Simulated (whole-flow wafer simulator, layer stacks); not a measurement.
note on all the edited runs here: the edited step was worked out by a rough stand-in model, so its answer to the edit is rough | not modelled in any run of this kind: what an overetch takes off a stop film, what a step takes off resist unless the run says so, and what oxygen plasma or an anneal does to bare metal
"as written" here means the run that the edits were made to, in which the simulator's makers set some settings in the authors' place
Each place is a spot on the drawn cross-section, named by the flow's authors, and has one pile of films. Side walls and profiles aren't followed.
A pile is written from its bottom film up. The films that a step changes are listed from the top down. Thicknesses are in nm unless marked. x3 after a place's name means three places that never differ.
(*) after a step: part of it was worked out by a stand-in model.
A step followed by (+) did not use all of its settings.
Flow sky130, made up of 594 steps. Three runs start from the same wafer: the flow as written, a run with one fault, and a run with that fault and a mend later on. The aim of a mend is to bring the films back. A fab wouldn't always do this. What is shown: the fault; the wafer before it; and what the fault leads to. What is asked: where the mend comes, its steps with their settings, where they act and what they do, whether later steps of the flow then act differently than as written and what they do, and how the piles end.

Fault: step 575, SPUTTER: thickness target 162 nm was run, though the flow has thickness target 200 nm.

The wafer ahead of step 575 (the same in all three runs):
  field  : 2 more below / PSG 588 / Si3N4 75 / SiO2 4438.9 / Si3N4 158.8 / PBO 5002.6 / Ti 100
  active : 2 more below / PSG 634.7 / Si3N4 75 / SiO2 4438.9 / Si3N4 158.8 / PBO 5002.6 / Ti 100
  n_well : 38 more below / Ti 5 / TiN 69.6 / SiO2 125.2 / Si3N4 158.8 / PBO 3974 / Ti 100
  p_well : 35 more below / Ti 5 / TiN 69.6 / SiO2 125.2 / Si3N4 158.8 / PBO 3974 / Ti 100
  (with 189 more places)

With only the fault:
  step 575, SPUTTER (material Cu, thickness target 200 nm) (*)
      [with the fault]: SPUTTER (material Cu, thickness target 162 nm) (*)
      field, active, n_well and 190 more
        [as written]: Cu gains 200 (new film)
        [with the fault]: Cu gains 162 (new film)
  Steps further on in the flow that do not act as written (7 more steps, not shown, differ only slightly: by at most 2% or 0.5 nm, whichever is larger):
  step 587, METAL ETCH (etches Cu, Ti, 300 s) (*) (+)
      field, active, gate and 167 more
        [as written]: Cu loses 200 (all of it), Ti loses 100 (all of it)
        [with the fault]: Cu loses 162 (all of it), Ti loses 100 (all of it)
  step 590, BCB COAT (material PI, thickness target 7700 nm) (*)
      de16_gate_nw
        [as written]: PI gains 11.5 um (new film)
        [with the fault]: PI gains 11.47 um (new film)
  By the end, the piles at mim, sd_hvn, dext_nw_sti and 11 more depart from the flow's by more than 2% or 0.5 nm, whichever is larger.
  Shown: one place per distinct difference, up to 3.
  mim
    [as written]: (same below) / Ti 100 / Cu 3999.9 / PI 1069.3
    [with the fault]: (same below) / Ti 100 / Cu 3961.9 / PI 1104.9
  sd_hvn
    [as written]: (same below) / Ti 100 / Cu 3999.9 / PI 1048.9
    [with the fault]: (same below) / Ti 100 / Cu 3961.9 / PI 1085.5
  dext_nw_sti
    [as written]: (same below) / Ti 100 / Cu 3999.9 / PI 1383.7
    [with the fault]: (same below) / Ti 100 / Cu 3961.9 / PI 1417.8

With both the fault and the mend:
  After step 582 comes the mend.
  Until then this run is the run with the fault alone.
  step 582a, STRIP (chemistry NMP, 80 C, 900 s)
      wcut_nhv, wcut_phv, wcut_fox_pw and 23 more
        i-line resist loses 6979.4 (all of it)
      gate_len, gate_lvt_sd_len, gate_p_sd_len, gate_p_hvt_sd_len, gate_p_lvt_sd_len, gate_len_250
        i-line resist loses 6982 (all of it)
      mim_edge_plate_strap, mim_edge_plate, mim_edge_gap, mim_edge_gap_sheet, vpp_l1ln
        i-line resist loses 6980.8 (all of it)
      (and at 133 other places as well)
  step 582b, SPUTTER (material Cu, thickness target 38 nm) (*) (a further turn of the flow's step 575, with different settings)
      field, active, n_well and 190 more
        Cu gains 38
  step 582c, HMDS (120 C, 60 s) (a further turn of the flow's step 577)
      leaves every film unchanged at each place that is followed
  step 582d, COAT (i-line resist, thickness 7000 nm) (*) (a further turn of the flow's step 578)
      dice_street, wcut_nhv, wcut_phv and 18 more
        i-line resist gains 7000 (new film)
      poly_ln, iso_pw_fox, gate_lvt_sd, active_lvt, spacer_lvt, sonos_sd, sonos_cell_x, sonos_guard_x
        i-line resist gains 7003.2 (new film)
      vpp_iso2, mim_edge_plate_strap, mim_edge_plate, mim_edge_gap, mim_edge_gap_sheet, gate_hv_nvt, de16_nw_sti
        i-line resist gains 7001.4 (new film)
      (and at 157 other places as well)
  step 582e, SOFTBAKE (i-line resist, 110 C, 180 s) (a further turn of the flow's step 579)
      de16_gate_pw, de16_pw_fp, de16_pw_sti, de16_psrc_nw
        i-line resist loses 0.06
      field, active_lvt
        i-line resist gains 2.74
      mim, vcap_hvt
        i-line resist loses 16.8
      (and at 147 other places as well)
  step 582f, EXPOSE (photomask CU1M) (a further turn of the flow's step 580)
      leaves every film unchanged at each place that is followed
  step 582g, PEB (i-line resist, 90 C, 60 s) (a further turn of the flow's step 581)
      field, active, n_well and 134 more
        i-line resist loses 0.07
      pad
        i-line resist loses 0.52
  step 582h, DEVELOP (thickness 7000 nm) (*) (a further turn of the flow's step 582)
      field, active, gate and 167 more
        i-line resist loses 20.6
      n_well, p_well, sd_n, sd_p
        i-line resist loses 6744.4 (all of it)
      dep_nw_sti, dep_ntap_nw, de16_nw_sti
        i-line resist loses 7000.7 (all of it)
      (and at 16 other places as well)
  Later steps of the flow that are run all act as written at every place that is followed.
  At every place that both follow, the piles at the end match the flow's.
